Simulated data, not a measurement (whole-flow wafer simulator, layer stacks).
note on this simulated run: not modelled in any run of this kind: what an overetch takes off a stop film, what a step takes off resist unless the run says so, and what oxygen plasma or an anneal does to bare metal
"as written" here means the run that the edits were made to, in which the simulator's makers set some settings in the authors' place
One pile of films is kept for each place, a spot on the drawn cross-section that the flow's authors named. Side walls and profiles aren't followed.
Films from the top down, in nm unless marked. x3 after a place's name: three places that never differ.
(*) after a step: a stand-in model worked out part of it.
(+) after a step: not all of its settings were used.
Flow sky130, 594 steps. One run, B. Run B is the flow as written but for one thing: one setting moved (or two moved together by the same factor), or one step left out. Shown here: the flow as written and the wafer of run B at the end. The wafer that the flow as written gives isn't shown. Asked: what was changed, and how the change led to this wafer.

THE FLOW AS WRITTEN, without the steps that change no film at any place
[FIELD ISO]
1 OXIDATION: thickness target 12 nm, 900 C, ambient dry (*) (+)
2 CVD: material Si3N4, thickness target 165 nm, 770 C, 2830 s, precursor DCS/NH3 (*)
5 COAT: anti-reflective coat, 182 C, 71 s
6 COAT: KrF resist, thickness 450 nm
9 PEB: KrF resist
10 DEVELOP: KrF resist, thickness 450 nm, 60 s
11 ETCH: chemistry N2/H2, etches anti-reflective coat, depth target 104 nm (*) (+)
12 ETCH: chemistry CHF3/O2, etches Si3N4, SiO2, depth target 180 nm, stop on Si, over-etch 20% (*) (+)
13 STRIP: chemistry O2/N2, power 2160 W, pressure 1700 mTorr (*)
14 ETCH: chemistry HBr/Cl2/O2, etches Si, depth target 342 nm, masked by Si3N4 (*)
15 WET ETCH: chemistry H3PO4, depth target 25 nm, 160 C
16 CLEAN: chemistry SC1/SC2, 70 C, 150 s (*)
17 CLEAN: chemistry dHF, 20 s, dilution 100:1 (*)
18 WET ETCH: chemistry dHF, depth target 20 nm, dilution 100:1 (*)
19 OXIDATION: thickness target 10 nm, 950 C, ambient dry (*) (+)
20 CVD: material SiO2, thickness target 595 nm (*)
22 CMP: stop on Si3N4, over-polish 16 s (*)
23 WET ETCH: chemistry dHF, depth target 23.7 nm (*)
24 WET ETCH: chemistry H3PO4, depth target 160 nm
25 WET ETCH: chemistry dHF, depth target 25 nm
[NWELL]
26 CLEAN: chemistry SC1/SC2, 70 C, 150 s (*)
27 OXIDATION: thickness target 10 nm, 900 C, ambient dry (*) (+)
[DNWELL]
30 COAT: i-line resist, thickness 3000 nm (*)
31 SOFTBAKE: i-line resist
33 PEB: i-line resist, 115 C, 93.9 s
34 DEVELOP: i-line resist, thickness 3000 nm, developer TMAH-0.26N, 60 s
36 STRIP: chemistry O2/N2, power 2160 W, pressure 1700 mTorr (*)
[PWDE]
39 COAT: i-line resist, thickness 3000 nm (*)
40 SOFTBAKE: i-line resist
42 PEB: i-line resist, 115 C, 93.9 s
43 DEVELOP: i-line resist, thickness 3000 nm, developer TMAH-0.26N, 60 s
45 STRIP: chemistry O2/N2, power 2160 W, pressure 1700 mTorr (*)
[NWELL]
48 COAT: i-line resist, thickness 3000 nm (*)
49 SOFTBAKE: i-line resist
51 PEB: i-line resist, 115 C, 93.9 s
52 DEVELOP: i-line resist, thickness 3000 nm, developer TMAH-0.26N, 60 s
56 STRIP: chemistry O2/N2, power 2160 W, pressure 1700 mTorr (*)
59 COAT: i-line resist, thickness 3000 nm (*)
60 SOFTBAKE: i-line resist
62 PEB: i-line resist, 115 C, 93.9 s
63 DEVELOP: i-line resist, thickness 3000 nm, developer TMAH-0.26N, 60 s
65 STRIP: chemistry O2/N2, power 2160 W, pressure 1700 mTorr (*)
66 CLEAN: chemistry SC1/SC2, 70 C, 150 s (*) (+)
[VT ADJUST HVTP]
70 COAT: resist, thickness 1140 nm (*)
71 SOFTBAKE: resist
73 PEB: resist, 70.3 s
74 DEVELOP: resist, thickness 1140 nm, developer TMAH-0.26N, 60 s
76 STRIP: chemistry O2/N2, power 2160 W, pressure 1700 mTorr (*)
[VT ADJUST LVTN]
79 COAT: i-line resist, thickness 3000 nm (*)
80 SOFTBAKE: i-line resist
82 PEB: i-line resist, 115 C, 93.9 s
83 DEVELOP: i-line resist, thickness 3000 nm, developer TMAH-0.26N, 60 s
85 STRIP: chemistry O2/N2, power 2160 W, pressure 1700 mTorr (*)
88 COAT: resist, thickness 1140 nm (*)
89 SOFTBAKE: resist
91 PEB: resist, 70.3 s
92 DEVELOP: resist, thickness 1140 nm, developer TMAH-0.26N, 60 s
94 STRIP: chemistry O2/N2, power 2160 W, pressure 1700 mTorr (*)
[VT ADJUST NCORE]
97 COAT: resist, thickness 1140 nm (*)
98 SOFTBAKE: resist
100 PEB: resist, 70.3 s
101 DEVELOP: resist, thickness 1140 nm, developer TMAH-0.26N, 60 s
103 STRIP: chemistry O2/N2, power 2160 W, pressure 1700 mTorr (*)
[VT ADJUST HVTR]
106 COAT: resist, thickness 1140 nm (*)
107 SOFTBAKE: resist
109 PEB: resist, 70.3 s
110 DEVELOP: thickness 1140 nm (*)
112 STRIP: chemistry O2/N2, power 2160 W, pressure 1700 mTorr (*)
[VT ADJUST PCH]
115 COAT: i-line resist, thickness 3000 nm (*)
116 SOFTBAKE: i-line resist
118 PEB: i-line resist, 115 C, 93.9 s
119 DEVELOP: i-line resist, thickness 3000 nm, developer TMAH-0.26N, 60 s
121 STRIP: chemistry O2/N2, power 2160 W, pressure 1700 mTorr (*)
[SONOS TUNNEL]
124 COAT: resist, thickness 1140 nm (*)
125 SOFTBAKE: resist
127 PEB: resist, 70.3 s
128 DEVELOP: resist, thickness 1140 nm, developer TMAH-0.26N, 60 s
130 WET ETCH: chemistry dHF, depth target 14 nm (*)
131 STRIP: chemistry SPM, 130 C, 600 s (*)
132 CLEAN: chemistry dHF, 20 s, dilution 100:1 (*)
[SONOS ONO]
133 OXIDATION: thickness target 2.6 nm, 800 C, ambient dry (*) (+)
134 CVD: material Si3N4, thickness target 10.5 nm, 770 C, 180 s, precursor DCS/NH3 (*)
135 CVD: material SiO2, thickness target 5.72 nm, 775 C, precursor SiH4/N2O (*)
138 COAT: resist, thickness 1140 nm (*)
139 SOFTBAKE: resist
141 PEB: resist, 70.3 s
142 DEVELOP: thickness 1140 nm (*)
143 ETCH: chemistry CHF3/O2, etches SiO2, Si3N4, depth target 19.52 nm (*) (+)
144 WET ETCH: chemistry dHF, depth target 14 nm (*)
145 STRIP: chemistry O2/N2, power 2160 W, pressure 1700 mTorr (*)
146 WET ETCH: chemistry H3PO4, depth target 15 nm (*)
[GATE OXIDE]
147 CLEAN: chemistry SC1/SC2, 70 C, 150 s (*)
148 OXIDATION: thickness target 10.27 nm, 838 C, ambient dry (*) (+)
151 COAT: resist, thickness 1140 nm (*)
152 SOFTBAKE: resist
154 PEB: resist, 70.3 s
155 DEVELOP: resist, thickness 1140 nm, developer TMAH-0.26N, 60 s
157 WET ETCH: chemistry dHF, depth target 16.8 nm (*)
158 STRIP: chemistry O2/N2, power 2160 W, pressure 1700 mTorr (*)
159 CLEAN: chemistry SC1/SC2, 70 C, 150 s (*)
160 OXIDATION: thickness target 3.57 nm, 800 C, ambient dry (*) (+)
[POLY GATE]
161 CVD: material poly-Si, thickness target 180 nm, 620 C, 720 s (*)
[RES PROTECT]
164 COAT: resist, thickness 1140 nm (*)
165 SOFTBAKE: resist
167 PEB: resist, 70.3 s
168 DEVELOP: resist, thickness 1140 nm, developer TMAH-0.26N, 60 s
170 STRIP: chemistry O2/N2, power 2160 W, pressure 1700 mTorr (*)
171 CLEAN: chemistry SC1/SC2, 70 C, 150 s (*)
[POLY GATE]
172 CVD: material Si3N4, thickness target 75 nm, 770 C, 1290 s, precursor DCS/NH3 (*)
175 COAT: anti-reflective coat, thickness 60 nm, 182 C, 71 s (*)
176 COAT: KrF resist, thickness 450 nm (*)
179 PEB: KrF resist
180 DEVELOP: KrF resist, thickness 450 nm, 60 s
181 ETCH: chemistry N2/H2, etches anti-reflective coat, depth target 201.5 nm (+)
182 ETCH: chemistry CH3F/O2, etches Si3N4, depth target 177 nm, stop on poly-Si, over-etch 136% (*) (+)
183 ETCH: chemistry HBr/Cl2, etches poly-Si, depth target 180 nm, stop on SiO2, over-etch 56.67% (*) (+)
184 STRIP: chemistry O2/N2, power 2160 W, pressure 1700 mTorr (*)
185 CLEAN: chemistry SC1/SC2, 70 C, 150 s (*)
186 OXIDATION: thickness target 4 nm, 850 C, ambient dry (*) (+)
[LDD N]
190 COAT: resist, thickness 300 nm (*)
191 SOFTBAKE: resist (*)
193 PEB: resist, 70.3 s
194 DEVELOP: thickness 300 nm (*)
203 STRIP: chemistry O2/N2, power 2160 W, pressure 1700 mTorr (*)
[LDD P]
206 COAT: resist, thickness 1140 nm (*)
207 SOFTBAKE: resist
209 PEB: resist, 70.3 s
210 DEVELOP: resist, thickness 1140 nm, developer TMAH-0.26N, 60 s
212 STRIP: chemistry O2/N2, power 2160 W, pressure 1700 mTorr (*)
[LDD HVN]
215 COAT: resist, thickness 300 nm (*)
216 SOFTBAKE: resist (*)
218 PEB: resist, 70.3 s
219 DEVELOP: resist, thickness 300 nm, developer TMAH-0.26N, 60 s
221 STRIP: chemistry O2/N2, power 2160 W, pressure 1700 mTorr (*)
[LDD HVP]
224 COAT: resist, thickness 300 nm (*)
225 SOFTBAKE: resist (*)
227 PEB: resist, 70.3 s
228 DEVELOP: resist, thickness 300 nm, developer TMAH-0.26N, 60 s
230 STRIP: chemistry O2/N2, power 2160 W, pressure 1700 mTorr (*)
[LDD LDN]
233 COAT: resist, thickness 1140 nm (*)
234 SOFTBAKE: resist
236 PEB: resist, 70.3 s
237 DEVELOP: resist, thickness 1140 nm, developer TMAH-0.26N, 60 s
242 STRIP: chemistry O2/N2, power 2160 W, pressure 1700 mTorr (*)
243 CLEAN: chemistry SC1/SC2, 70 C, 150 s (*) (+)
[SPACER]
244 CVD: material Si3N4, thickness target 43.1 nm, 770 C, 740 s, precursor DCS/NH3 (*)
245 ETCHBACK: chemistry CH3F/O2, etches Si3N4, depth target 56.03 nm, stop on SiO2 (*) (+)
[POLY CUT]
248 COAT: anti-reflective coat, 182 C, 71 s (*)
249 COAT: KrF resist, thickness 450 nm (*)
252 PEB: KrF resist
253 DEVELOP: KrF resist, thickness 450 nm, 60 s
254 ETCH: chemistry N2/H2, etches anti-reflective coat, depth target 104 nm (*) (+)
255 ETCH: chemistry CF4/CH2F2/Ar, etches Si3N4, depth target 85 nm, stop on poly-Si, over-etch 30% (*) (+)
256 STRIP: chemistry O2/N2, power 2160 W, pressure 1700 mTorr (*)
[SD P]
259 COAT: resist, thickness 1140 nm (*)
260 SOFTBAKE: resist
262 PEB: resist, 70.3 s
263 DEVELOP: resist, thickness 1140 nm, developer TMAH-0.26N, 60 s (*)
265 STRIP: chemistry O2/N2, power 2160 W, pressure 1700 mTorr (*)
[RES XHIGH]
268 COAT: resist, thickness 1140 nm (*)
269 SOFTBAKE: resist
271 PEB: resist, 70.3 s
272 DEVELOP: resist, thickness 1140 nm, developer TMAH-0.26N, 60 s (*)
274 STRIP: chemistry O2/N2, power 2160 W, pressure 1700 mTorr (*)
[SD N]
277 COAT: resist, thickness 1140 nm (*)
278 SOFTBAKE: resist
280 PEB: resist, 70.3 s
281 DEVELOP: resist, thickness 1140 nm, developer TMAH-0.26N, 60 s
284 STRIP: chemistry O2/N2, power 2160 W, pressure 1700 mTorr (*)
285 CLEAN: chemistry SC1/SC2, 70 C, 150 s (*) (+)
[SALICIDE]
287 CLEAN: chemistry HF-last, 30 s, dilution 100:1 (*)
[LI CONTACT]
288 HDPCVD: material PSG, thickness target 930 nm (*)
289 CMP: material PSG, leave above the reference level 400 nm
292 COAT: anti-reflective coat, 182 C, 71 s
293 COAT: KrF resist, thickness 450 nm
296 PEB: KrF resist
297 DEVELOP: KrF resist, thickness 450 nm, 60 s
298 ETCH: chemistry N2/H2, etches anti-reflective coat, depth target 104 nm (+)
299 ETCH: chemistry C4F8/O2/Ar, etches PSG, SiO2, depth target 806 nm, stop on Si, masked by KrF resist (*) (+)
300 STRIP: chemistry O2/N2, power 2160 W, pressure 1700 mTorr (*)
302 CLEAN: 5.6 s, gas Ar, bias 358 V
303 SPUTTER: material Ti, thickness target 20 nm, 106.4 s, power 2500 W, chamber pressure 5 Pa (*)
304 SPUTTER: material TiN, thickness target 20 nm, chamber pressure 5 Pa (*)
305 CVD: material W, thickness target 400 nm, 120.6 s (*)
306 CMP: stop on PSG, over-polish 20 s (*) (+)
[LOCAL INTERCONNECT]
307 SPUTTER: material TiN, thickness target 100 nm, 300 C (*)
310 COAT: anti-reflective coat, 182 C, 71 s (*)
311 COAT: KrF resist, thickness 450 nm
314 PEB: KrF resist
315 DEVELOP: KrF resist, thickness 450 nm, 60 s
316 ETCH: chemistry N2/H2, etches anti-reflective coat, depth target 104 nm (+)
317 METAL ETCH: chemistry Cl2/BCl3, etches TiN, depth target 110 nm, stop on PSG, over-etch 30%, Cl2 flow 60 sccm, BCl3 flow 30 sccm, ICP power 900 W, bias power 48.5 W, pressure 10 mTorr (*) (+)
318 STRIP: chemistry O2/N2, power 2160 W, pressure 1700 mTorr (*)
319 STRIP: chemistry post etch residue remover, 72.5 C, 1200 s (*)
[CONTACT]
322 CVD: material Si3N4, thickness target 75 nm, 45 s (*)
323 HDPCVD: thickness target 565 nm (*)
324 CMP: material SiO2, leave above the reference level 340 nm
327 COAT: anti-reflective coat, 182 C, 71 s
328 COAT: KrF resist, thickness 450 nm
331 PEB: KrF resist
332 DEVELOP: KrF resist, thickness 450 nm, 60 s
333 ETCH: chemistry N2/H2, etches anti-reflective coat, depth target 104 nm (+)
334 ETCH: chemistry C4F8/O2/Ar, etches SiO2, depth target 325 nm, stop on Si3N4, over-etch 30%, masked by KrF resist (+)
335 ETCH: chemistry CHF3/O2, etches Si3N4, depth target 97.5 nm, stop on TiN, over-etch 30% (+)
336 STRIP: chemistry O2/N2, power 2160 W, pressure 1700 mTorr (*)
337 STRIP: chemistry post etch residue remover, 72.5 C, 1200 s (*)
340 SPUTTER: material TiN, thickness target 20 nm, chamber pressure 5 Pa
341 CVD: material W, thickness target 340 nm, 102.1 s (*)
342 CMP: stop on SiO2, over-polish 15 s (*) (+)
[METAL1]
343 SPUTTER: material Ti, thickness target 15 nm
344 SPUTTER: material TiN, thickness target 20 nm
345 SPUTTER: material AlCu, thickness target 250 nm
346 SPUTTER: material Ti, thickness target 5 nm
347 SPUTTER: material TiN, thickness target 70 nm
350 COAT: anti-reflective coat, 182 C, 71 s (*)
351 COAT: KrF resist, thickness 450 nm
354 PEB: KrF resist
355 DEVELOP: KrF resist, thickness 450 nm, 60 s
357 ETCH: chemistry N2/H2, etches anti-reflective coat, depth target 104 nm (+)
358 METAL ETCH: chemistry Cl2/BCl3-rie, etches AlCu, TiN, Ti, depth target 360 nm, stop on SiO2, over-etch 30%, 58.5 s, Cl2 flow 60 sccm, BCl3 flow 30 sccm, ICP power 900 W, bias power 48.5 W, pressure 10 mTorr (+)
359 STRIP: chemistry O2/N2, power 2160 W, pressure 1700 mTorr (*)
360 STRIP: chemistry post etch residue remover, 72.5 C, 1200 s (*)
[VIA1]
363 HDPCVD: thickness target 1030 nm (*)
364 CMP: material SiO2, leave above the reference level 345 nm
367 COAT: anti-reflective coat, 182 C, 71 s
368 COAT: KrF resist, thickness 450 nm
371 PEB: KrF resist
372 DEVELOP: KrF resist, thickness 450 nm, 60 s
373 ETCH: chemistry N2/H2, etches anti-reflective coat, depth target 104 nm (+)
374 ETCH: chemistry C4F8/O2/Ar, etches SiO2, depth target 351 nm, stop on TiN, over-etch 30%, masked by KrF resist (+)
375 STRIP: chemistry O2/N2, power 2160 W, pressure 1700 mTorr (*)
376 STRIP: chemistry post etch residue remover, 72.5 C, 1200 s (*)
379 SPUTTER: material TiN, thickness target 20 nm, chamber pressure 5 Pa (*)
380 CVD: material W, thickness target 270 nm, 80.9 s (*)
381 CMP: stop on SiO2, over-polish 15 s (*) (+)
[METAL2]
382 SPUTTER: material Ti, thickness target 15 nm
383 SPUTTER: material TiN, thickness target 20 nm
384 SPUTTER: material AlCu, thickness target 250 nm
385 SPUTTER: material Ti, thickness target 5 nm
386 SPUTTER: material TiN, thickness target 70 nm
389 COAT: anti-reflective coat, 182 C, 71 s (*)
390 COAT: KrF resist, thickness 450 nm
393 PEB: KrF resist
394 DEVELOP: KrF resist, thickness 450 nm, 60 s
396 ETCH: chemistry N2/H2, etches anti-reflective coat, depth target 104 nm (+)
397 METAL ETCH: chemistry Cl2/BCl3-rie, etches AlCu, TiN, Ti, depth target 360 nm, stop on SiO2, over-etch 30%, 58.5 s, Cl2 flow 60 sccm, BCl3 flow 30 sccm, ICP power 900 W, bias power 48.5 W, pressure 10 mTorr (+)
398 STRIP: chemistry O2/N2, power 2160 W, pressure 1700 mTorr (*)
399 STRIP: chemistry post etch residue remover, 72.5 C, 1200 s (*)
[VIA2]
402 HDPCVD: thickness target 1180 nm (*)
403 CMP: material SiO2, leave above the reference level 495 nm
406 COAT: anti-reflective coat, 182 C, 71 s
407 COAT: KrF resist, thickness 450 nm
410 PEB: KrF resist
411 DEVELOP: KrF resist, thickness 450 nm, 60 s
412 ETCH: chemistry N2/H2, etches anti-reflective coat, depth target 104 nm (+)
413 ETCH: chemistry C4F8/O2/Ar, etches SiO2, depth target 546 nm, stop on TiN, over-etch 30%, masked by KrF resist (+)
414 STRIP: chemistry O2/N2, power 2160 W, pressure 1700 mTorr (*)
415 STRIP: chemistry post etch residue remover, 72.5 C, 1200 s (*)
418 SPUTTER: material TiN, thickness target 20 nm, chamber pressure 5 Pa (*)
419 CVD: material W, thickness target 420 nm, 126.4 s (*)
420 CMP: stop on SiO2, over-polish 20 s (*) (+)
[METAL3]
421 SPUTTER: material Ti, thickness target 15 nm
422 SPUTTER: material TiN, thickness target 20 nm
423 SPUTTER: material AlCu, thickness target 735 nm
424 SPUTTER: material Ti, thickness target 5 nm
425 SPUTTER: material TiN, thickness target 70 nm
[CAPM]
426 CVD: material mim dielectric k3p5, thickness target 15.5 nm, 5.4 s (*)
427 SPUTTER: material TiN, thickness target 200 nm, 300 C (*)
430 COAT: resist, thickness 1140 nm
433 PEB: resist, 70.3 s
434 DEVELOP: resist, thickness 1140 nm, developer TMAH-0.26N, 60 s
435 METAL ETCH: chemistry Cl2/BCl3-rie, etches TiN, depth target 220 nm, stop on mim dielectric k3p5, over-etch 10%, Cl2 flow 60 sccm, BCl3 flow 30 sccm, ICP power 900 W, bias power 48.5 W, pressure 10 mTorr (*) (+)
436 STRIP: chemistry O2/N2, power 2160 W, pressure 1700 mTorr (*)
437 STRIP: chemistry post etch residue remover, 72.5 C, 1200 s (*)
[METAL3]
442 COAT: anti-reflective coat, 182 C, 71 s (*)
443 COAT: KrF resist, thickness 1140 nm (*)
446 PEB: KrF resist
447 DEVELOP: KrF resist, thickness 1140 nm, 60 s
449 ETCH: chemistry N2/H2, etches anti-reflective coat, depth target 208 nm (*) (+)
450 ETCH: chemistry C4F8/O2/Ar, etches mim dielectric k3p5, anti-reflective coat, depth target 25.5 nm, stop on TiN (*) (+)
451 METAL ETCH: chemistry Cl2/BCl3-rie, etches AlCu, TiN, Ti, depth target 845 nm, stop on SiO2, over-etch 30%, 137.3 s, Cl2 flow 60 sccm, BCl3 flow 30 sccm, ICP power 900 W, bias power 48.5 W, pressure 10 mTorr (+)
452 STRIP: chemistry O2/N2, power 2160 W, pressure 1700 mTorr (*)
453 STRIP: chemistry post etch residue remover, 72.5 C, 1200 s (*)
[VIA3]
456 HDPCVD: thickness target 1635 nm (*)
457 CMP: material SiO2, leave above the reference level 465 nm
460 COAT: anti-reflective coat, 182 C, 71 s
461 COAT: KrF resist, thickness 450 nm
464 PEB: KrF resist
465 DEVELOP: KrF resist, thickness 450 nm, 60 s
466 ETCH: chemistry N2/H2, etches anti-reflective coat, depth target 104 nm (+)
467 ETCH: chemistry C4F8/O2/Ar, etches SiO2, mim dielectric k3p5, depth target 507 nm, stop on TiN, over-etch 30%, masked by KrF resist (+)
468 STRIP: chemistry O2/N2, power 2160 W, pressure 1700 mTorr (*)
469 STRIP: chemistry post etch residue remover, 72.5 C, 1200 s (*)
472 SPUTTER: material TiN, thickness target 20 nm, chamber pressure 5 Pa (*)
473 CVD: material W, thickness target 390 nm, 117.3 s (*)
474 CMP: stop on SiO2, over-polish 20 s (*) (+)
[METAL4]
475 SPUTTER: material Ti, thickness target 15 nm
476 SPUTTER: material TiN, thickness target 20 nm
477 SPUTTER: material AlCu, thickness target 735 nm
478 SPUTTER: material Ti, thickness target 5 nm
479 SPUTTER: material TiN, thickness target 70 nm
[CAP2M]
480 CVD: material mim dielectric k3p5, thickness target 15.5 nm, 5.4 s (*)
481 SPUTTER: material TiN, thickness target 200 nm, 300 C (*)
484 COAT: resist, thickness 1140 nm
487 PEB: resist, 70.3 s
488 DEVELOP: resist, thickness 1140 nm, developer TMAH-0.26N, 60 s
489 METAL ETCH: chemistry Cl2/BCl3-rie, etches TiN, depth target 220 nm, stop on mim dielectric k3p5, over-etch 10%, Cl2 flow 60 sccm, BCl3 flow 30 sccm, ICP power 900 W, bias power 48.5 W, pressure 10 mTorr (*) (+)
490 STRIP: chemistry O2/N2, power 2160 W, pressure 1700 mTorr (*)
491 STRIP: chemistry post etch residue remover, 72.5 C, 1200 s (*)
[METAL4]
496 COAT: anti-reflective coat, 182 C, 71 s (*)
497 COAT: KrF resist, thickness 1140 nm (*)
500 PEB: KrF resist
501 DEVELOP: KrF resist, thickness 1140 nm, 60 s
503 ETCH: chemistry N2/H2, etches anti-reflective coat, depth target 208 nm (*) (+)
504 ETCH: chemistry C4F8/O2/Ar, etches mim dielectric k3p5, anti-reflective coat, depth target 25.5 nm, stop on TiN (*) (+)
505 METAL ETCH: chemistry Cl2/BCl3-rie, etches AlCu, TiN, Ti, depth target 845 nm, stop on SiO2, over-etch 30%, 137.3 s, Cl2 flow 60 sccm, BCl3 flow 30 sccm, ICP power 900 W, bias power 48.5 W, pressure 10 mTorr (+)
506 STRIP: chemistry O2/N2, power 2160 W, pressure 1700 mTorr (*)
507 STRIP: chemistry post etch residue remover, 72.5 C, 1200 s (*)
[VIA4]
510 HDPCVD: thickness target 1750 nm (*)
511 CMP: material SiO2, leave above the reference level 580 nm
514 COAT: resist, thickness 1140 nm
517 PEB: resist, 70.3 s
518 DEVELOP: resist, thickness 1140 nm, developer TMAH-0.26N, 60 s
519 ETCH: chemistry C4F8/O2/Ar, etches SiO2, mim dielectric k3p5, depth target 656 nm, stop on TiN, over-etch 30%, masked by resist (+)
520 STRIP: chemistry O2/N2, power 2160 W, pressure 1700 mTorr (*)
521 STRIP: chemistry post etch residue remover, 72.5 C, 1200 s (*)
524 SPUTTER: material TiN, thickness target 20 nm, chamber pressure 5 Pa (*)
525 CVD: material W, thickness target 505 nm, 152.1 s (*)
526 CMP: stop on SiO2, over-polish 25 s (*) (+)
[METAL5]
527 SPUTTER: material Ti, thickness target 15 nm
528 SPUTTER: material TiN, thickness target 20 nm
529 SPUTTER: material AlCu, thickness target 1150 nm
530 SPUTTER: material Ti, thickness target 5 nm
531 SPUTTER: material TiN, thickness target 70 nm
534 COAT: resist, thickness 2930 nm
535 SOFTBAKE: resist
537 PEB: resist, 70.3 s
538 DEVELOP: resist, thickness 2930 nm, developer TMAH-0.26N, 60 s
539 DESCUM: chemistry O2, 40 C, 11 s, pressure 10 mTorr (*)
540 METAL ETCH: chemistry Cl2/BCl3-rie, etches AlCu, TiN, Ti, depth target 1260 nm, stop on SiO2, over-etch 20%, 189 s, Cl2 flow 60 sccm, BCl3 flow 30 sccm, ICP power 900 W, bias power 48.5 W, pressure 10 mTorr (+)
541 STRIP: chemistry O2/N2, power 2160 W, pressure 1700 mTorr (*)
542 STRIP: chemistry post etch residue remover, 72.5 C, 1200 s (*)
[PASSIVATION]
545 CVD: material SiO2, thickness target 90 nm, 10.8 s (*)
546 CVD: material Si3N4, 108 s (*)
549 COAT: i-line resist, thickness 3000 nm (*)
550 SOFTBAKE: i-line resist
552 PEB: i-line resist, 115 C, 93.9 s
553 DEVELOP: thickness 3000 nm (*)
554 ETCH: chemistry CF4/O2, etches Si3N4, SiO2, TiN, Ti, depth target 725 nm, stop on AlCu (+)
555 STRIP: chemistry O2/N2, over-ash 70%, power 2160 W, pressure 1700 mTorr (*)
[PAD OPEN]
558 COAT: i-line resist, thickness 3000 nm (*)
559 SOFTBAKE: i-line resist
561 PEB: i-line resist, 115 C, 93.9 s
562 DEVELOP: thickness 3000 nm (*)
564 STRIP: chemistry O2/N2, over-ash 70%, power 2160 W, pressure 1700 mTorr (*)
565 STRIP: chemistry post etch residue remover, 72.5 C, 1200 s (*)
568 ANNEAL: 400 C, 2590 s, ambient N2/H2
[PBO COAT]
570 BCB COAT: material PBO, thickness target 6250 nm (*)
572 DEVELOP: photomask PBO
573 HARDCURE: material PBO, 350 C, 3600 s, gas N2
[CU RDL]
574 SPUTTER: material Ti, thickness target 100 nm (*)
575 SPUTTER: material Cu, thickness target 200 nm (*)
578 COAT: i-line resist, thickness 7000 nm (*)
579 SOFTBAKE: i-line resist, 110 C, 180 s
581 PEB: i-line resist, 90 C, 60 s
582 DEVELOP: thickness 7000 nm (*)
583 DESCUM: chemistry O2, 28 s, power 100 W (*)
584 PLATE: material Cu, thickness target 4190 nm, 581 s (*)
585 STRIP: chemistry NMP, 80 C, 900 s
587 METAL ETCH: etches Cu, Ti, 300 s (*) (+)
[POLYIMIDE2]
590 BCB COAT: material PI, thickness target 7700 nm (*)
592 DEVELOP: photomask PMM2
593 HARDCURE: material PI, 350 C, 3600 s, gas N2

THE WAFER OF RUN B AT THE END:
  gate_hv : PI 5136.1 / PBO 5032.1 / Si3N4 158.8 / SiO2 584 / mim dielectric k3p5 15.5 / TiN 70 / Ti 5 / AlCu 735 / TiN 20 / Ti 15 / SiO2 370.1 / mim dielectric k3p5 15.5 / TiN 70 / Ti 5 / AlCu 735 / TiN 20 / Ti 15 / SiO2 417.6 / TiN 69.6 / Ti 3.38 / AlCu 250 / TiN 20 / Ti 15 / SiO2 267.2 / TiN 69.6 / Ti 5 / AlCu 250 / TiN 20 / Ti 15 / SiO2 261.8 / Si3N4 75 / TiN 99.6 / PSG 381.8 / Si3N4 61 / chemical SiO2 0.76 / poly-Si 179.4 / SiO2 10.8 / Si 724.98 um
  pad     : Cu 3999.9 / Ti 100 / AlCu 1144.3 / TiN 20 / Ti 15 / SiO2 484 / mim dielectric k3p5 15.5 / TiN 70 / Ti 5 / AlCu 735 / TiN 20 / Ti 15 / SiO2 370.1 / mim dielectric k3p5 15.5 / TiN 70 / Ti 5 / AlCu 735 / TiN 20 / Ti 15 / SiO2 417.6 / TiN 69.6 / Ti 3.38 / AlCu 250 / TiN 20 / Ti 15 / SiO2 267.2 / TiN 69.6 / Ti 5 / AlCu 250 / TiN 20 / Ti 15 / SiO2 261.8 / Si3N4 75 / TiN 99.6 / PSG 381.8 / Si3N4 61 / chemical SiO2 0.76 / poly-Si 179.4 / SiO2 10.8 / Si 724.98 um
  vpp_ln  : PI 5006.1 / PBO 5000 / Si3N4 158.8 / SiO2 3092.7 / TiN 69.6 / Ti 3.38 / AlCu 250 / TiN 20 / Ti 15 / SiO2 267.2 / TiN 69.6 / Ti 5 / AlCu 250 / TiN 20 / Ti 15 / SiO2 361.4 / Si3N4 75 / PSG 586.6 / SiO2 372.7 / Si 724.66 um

The cause: step 385, SPUTTER: thickness target 3.38 nm was run, where the flow has thickness target 5 nm.
It can be read off the wafer: gate_hv has Ti 3.38, and step 385 as written asks for 5 nm.

How the change led to this, step by step:
  385 SPUTTER: material Ti, thickness target 5 nm
      field, active, n_well and 188 more: Ti +3.38 (new film) (as written it would be: Ti +5 (new film))
  397 METAL ETCH: chemistry Cl2/BCl3-rie, etches AlCu, TiN, Ti, depth target 360 nm, stop on SiO2, over-etch 30%, 58.5 s, Cl2 flow 60 sccm, BCl3 flow 30 sccm, ICP power 900 W, bias power 48.5 W, pressure 10 mTorr (+)
      field, active, gate and 82 more: TiN -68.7 (all of it), Ti -3.38 (all of it), AlCu -250 (all of it), TiN -20 (all of it), Ti -15 (all of it), SiO2 -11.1 (as written it would be: TiN -68.7 (all of it), Ti -5 (all of it), AlCu -250 (all of it), TiN -20 (all of it), Ti -15 (all of it), SiO2 -10.9)
